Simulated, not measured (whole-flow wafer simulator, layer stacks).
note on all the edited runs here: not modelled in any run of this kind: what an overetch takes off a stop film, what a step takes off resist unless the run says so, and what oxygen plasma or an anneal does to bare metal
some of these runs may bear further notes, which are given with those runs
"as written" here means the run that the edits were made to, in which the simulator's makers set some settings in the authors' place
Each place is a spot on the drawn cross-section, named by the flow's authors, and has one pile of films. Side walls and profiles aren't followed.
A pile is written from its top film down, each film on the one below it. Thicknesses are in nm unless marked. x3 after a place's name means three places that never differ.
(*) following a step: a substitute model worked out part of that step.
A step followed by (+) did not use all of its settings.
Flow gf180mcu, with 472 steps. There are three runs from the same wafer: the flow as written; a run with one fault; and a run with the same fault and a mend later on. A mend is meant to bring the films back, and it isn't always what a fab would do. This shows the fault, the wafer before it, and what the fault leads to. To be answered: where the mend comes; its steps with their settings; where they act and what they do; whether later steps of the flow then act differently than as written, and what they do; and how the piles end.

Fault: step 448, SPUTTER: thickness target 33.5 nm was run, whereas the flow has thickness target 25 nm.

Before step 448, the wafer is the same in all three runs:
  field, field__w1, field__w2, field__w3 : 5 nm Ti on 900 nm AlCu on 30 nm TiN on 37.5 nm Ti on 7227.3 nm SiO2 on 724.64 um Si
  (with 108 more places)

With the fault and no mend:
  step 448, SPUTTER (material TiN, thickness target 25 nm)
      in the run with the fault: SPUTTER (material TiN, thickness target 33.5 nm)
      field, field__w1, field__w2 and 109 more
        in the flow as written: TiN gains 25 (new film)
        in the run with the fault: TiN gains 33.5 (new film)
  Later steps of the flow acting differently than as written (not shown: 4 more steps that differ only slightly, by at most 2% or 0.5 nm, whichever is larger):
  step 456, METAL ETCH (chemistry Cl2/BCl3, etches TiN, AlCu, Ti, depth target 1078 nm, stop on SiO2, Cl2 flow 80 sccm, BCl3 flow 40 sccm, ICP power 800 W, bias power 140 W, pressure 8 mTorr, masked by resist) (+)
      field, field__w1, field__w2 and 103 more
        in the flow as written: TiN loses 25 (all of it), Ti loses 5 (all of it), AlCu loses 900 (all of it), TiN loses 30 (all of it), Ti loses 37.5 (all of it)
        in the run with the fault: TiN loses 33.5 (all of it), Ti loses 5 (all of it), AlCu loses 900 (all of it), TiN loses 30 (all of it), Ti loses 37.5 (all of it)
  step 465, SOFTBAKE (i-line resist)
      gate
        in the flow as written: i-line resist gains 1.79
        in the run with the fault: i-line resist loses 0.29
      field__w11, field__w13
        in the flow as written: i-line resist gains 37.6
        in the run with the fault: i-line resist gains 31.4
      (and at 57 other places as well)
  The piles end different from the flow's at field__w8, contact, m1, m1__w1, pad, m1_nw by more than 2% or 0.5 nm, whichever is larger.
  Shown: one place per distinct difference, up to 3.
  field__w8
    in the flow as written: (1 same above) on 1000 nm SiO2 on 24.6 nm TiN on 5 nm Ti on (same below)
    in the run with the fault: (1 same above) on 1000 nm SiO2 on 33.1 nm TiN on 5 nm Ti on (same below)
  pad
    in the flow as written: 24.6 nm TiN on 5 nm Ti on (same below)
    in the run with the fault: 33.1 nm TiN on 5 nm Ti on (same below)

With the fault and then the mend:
  After step 455 comes the mend.
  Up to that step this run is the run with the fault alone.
  step 455a, STRIP (chemistry O2/N2, power 2160 W, pressure 1700 mTorr) (*)
      field__w8, contact, m1, m1__w1, pad, m1_nw
        resist loses 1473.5 (all of it)
  step 455b, METAL ETCH (chemistry Cl2/BCl3, etches TiN, AlCu, Ti, depth target 8.5 nm, Cl2 flow 80 sccm, BCl3 flow 40 sccm, ICP power 800 W, bias power 140 W, pressure 8 mTorr) (a further turn of the flow's step 260, with different settings)
      field, field__w1, field__w2 and 109 more
        TiN loses 8.5
  step 455c, HMDS (120 C, 60 s) (a further turn of the flow's step 450)
      does not change any film at any place that is followed
  step 455d, COAT (resist, thickness 1500 nm) (a further turn of the flow's step 451)
      field, field__w1, field__w2 and 109 more
        resist gains 1500 (new film)
  step 455e, SOFTBAKE (resist) (a further turn of the flow's step 452)
      does not change any film at any place that is followed
  step 455f, EXPOSE (photomask MetalTop) (a further turn of the flow's step 453)
      does not change any film at any place that is followed
  step 455g, PEB (resist, 70.3 s) (a further turn of the flow's step 454)
      field, field__w1, field__w2 and 109 more
        resist loses 26.5
  step 455h, DEVELOP (thickness 1500 nm, 60 s) (a further turn of the flow's step 455)
      field, field__w1, field__w2 and 103 more
        resist loses 1473.5 (all of it)
  Every later step of the flow that is run acts as written at every place that is followed.
  By the end, the piles equal the flow's at every place that both follow.
